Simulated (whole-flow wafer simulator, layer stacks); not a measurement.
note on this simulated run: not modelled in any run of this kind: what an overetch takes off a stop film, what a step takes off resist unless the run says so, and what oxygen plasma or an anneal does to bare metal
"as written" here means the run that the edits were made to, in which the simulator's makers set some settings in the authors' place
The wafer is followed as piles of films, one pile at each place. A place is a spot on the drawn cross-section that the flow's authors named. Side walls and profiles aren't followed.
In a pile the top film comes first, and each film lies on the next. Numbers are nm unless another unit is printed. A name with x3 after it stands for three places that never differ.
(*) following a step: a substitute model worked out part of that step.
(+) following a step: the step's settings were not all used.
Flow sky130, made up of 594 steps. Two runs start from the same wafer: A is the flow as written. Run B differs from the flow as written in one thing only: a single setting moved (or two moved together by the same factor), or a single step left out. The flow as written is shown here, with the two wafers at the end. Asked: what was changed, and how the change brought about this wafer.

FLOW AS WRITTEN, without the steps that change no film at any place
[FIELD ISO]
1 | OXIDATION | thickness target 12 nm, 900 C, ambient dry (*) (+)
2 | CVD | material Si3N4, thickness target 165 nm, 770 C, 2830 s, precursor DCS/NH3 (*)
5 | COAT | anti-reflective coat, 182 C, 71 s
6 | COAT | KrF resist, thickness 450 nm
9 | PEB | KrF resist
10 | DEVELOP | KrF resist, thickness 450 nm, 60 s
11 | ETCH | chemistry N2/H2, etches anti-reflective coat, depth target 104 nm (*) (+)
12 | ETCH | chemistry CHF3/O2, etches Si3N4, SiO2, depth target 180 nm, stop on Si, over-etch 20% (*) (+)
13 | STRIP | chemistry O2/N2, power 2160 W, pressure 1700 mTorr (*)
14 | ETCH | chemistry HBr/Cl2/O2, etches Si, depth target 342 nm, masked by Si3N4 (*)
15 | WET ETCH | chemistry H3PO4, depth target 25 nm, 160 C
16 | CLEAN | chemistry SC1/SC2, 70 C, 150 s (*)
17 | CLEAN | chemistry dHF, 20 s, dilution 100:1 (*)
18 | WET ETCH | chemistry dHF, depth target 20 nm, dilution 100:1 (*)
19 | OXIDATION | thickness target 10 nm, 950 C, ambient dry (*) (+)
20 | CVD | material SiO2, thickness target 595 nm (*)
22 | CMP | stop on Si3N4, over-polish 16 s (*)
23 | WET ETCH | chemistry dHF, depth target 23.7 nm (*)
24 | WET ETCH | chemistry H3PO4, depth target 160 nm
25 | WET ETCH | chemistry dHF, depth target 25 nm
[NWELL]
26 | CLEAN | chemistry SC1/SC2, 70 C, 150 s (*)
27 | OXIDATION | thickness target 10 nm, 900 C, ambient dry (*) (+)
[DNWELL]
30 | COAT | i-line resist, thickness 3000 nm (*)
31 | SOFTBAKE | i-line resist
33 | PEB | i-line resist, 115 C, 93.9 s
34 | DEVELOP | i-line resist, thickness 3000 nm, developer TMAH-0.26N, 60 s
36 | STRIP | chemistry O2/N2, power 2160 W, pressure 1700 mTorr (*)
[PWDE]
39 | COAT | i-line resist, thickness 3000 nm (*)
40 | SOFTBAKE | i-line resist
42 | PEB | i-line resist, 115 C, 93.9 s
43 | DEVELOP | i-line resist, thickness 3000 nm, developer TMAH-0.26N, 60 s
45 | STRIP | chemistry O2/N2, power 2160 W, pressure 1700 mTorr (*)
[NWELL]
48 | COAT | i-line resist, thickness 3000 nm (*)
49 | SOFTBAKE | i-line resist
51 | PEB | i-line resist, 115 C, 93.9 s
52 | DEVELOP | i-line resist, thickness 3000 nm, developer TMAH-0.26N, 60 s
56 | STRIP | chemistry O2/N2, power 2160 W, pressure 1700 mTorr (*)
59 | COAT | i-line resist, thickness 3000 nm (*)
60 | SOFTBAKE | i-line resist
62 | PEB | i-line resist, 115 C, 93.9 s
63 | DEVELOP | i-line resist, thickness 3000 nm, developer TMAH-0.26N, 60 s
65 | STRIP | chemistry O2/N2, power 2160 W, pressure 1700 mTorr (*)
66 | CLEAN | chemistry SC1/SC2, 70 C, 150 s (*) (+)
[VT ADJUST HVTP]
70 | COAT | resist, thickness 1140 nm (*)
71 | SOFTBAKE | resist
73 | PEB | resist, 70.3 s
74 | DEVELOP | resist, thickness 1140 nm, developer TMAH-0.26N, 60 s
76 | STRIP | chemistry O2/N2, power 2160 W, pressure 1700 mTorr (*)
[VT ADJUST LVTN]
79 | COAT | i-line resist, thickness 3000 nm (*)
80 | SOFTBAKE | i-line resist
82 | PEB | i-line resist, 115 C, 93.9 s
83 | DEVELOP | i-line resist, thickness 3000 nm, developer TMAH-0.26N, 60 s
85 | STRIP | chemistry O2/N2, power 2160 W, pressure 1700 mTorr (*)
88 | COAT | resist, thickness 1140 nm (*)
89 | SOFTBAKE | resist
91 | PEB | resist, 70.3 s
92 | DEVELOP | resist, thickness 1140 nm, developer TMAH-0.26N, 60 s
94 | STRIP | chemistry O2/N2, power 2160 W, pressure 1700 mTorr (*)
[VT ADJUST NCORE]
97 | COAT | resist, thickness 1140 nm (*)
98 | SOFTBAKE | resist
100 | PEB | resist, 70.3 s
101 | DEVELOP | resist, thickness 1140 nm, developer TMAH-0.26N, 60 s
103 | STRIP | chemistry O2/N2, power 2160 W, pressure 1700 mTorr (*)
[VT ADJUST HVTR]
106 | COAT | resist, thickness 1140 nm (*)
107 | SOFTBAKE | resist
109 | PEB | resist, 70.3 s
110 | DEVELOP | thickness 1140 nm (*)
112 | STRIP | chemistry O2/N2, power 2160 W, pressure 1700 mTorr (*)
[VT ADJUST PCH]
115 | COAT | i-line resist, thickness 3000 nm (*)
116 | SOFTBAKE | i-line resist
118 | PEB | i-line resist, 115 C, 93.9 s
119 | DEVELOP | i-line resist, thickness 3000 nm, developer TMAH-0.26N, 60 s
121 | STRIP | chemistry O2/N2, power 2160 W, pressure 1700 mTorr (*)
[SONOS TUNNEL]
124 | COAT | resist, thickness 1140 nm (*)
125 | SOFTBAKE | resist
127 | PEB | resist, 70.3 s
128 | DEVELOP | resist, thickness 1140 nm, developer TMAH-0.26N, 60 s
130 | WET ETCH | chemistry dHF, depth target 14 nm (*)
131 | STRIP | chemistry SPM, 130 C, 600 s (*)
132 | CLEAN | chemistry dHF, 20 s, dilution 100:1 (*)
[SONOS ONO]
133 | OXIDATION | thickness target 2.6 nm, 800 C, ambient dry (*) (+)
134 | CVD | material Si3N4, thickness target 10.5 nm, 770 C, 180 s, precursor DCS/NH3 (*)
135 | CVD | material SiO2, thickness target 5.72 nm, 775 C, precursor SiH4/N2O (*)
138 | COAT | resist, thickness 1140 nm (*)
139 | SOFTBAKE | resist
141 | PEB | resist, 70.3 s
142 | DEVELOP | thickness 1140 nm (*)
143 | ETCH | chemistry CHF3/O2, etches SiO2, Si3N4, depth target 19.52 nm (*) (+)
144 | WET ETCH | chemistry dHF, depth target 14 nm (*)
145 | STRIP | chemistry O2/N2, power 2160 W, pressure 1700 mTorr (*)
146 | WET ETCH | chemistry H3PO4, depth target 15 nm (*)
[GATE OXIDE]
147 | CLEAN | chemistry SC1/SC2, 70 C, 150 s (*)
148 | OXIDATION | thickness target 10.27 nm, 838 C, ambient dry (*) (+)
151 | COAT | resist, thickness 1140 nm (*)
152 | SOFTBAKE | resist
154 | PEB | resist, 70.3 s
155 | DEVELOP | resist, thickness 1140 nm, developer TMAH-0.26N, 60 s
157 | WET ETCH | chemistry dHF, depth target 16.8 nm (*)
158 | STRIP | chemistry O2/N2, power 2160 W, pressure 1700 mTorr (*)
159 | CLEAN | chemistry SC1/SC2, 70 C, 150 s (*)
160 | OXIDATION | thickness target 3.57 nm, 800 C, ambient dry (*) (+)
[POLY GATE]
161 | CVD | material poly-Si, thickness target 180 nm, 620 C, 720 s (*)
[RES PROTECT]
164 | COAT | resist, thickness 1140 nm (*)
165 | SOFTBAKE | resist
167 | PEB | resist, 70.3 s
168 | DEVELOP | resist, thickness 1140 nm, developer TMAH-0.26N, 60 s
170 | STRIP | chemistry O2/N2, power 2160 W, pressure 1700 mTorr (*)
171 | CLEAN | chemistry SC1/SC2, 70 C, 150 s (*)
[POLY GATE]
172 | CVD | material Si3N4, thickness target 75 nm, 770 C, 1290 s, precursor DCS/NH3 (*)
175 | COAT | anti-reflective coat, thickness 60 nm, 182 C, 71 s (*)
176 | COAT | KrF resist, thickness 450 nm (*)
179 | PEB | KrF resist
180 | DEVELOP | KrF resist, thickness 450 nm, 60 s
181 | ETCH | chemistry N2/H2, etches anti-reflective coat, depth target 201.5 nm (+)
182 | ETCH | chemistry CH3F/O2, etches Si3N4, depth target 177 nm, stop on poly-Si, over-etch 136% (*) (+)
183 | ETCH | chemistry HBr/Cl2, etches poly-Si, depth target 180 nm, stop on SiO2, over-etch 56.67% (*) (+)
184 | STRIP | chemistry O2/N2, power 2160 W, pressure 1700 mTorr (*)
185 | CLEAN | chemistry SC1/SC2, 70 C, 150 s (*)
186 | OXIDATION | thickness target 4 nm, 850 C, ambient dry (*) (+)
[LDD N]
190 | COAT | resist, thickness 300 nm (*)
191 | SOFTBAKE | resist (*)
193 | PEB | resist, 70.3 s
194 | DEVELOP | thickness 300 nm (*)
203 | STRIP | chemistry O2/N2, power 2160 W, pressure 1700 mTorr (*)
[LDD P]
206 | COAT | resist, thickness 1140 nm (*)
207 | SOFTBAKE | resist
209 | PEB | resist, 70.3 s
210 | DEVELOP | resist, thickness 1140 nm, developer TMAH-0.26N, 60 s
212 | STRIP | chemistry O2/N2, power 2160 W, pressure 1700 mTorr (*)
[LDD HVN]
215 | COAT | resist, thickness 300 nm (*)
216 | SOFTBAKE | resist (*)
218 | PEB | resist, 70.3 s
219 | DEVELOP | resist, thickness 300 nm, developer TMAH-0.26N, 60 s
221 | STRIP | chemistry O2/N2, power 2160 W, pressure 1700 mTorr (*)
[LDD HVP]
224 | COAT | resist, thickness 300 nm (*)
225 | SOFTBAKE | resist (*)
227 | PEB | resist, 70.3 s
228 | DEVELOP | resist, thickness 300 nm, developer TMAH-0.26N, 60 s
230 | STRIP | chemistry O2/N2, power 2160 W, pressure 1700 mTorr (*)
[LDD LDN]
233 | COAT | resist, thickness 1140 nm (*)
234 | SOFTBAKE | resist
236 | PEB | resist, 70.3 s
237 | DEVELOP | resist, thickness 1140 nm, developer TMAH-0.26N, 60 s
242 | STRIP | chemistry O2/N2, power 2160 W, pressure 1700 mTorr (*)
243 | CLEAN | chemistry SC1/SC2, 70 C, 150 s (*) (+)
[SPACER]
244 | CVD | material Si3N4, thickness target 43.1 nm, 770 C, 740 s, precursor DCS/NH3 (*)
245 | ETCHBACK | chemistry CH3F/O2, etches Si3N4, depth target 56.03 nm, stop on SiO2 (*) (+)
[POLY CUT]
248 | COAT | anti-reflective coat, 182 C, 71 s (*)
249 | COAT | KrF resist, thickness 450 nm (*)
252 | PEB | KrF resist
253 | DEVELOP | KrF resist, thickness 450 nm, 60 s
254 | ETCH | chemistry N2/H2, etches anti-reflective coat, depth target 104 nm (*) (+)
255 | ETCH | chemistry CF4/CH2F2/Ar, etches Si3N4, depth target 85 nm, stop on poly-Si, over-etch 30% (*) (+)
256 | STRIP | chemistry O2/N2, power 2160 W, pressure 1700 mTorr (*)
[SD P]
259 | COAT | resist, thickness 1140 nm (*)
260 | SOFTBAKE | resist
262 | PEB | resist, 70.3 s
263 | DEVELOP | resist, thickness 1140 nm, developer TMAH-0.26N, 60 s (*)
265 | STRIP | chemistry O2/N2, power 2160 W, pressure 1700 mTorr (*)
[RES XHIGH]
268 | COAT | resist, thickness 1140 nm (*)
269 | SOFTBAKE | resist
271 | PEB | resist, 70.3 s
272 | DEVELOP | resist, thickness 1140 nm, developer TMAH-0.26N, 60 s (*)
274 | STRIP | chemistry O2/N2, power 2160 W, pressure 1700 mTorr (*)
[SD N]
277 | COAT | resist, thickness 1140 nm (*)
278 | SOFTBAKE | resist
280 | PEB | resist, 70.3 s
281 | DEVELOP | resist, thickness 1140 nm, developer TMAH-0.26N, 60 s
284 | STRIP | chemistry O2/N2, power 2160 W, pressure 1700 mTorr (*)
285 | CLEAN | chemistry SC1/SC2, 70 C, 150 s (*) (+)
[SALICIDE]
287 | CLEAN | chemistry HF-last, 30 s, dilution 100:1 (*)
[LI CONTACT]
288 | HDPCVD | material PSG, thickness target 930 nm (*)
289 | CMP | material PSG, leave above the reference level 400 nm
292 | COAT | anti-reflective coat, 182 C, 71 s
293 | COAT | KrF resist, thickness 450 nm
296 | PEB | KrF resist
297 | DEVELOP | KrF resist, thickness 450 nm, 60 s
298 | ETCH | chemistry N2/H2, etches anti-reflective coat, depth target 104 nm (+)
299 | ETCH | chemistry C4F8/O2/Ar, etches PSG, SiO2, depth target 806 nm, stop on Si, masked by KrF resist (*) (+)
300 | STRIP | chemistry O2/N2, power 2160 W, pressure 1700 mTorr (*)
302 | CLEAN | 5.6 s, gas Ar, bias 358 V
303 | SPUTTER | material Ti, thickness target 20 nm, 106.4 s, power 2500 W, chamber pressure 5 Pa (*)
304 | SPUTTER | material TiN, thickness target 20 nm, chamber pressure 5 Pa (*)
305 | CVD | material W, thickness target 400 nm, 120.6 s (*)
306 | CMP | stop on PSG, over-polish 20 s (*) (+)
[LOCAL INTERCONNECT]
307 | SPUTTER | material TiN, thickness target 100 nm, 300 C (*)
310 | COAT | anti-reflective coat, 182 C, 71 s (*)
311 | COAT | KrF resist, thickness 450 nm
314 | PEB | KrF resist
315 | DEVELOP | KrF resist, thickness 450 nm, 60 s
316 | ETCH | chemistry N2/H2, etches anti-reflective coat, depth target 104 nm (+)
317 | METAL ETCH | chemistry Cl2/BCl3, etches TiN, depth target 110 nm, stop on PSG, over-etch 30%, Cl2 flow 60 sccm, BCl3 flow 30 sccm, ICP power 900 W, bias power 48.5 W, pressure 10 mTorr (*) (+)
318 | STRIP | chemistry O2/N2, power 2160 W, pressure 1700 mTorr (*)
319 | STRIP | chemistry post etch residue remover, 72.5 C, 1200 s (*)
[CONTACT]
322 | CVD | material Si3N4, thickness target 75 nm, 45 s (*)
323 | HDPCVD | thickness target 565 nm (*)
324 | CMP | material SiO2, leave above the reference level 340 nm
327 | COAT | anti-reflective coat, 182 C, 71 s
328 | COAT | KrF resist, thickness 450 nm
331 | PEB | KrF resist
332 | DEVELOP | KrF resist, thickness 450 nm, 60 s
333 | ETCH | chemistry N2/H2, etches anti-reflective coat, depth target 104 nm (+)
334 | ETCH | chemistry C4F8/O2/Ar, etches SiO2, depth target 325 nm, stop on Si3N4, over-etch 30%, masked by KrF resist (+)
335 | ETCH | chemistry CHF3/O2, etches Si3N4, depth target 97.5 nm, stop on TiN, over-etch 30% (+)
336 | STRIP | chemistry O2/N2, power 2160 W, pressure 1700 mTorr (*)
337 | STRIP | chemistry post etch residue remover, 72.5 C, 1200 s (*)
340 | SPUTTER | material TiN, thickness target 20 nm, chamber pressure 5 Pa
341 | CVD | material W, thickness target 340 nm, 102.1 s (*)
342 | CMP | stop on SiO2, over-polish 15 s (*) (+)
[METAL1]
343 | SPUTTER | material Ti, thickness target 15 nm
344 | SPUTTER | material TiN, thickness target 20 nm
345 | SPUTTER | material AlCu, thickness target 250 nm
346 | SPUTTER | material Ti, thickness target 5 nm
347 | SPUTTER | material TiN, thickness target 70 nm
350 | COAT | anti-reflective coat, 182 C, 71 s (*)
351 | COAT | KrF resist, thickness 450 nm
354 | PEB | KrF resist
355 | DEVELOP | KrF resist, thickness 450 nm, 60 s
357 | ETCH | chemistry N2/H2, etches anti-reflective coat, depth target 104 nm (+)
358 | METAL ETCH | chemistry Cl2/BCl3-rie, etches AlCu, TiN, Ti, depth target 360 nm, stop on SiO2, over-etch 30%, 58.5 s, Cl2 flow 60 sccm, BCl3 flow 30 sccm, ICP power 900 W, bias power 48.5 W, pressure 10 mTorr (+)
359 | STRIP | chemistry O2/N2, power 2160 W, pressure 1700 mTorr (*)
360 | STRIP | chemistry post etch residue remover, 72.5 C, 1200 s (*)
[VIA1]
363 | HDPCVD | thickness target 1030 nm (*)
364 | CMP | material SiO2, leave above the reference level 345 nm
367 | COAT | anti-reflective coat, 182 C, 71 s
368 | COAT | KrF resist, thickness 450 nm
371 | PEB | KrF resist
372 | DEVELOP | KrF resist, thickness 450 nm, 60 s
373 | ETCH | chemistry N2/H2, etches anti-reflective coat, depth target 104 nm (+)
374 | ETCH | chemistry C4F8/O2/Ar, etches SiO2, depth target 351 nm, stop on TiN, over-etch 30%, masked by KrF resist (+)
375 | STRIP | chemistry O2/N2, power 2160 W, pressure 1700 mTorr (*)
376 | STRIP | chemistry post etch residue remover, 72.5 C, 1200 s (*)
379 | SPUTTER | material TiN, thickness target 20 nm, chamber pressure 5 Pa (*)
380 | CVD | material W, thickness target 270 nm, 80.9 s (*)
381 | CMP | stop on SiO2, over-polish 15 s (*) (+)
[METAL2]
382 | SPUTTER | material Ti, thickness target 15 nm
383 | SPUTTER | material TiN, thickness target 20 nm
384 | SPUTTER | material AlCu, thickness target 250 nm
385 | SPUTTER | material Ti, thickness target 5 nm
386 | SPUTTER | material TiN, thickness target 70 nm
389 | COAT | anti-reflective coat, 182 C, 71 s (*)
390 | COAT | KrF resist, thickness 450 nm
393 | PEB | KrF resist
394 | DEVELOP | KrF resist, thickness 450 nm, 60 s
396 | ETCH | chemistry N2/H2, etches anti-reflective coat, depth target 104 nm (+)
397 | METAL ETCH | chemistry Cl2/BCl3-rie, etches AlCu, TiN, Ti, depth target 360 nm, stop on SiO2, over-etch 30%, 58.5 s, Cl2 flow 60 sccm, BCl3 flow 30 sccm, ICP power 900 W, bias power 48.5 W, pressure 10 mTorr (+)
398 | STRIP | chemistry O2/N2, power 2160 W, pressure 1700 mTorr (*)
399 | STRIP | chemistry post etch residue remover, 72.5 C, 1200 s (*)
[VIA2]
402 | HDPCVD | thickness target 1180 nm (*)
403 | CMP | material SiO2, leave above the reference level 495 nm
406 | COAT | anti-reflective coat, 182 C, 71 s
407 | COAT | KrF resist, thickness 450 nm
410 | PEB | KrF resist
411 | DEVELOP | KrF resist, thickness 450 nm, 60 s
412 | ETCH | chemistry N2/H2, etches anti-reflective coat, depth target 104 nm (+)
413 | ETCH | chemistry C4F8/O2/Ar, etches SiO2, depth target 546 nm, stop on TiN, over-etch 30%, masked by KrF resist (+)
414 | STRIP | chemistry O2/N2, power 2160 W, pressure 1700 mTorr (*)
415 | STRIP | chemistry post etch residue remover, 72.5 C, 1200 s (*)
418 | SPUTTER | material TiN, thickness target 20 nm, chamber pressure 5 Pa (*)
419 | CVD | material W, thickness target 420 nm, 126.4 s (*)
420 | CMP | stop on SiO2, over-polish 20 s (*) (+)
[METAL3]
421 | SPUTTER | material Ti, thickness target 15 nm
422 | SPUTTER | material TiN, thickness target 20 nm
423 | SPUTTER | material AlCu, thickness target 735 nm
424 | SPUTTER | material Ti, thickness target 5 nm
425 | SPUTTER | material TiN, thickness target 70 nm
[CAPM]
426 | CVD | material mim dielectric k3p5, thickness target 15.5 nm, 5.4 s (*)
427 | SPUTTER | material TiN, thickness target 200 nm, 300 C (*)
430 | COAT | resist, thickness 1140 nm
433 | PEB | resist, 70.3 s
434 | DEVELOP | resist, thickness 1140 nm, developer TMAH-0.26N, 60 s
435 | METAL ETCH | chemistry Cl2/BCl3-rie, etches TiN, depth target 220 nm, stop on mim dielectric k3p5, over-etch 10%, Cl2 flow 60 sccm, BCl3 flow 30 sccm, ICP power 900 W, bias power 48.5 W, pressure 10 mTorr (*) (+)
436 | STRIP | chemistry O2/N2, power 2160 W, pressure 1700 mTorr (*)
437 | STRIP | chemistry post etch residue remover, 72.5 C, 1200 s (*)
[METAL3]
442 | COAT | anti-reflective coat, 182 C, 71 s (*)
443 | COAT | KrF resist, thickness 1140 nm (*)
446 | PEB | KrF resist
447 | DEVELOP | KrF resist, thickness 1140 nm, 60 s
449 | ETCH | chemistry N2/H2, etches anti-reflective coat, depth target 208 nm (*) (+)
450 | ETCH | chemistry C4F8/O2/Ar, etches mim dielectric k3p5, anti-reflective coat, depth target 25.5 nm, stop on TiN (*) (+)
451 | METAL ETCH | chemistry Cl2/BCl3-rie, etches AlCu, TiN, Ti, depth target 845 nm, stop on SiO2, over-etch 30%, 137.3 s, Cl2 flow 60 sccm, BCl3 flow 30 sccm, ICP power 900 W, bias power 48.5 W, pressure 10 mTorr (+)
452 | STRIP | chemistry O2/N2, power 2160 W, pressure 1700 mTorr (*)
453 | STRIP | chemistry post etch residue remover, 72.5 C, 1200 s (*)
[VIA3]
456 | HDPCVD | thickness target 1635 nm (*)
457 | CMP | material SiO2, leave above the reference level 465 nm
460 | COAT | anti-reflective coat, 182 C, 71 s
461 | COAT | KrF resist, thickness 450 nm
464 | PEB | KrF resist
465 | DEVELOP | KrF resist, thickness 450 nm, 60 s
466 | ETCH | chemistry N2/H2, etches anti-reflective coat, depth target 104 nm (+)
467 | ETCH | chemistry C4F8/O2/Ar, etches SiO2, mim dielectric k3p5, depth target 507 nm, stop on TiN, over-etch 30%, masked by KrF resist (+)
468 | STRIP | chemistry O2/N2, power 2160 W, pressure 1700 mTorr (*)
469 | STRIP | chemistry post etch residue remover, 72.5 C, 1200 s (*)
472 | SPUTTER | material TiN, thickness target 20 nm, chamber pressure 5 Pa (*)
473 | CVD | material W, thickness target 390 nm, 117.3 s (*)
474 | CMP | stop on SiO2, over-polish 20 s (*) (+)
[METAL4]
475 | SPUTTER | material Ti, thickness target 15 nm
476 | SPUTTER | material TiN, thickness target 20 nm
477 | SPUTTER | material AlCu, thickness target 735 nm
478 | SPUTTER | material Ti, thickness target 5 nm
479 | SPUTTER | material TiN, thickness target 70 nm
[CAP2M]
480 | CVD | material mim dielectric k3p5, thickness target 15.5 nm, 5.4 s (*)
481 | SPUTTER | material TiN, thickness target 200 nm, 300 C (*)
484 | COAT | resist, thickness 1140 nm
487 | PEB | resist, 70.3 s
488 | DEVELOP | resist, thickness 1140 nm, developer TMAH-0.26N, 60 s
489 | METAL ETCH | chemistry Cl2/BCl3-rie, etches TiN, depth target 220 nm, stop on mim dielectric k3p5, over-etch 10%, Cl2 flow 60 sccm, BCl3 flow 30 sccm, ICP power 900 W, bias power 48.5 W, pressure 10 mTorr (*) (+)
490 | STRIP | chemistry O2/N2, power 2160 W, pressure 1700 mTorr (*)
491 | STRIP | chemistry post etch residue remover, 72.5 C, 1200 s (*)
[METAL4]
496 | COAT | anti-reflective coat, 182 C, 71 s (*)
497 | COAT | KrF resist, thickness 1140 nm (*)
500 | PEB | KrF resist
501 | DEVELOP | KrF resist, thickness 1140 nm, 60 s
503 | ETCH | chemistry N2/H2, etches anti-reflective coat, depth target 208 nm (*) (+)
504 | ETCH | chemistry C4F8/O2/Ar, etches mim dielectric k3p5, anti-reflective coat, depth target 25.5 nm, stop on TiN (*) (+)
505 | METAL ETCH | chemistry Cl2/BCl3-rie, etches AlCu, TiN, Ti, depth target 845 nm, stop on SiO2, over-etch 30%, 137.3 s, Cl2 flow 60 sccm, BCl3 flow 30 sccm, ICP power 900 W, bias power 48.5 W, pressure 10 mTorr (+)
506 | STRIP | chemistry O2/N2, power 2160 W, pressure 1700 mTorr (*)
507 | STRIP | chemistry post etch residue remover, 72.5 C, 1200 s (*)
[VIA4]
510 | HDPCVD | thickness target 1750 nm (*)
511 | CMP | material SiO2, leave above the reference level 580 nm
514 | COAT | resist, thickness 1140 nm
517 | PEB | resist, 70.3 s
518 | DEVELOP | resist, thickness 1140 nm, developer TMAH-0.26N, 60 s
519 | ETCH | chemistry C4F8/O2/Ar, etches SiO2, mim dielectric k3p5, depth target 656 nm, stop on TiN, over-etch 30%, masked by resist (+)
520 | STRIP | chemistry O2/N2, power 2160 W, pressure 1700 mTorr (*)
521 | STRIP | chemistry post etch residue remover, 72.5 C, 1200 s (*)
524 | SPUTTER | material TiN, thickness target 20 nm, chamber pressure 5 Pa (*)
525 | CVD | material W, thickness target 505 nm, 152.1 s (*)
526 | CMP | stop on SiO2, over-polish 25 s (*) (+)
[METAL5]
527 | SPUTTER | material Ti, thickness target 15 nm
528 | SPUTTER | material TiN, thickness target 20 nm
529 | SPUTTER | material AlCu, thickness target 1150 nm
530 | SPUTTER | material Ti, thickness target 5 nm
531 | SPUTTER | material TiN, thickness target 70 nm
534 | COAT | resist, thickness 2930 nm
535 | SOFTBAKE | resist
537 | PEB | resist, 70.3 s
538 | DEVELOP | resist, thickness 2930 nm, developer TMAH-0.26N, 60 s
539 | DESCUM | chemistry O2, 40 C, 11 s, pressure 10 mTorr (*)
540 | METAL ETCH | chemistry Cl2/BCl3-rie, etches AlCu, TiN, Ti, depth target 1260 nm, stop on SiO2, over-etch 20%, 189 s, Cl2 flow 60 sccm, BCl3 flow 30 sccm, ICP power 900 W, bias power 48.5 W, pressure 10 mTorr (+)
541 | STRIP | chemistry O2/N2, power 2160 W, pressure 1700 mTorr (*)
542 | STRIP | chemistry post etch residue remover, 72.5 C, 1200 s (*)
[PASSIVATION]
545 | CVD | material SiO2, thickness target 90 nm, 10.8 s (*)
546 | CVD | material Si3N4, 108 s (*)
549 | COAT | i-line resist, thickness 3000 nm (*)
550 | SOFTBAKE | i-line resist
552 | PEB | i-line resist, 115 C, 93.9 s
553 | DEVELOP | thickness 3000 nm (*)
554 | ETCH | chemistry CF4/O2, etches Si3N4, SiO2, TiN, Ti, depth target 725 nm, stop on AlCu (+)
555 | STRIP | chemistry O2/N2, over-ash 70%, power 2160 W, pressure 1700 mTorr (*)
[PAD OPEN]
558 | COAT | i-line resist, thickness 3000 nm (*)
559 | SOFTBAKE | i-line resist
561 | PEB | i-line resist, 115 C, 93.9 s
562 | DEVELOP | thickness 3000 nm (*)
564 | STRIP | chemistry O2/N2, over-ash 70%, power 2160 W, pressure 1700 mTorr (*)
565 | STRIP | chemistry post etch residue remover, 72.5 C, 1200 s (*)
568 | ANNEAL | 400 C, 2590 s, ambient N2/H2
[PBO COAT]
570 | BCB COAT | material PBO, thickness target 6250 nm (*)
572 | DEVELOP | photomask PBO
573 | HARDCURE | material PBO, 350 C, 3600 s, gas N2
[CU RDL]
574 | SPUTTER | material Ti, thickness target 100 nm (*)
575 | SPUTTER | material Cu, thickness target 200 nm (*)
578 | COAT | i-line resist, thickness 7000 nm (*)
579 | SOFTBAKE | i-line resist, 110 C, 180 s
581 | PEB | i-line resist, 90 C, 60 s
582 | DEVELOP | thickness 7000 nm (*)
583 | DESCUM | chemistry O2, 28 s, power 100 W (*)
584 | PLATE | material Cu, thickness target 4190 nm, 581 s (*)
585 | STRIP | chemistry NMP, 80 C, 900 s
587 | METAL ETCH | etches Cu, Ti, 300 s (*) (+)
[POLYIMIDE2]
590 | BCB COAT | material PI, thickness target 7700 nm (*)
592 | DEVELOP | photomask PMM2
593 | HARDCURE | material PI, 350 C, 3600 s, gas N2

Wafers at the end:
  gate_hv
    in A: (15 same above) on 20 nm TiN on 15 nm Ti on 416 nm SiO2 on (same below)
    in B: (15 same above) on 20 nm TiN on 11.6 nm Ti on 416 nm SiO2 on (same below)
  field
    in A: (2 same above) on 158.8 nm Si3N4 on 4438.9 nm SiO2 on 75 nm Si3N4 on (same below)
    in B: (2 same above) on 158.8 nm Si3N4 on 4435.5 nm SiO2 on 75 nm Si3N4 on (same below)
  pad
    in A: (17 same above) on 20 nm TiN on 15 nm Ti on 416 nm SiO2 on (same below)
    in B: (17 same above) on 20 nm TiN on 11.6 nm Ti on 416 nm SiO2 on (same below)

What caused this: step 421, SPUTTER: thickness target 11.6 nm was run, whereas the flow has thickness target 15 nm.
The wafer itself shows it: gate_hv has Ti 11.6, and step 421 as written asks for 15 nm.

How this came from the change, step by step:
  421 | SPUTTER | material Ti, thickness target 15 nm
      field, active, n_well and 188 more: A Ti gains 15 (new film) | B Ti gains 11.6 (new film)
  451 | METAL ETCH | chemistry Cl2/BCl3-rie, etches AlCu, TiN, Ti, depth target 845 nm, stop on SiO2, over-etch 30%, 137.3 s, Cl2 flow 60 sccm, BCl3 flow 30 sccm, ICP power 900 W, bias power 48.5 W, pressure 10 mTorr (+)
      field, gate, spacer and 68 more: A TiN loses 70 (all of it), Ti loses 5 (all of it), AlCu loses 735 (all of it), TiN loses 20 (all of it), Ti loses 15 (all of it), SiO2 loses 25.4 | B TiN loses 70 (all of it), Ti loses 5 (all of it), AlCu loses 735 (all of it), TiN loses 20 (all of it), Ti loses 11.6 (all of it), SiO2 loses 25.7
      active, vpp_ln, vpp_iso2 and 11 more: A TiN loses 70 (all of it), Ti loses 5 (all of it), AlCu loses 735 (all of it), TiN loses 20 (all of it), Ti loses 15 (all of it), SiO2 loses 25.3 | B TiN loses 70 (all of it), Ti loses 5 (all of it), AlCu loses 735 (all of it), TiN loses 20 (all of it), Ti loses 11.6 (all of it), SiO2 loses 25.7
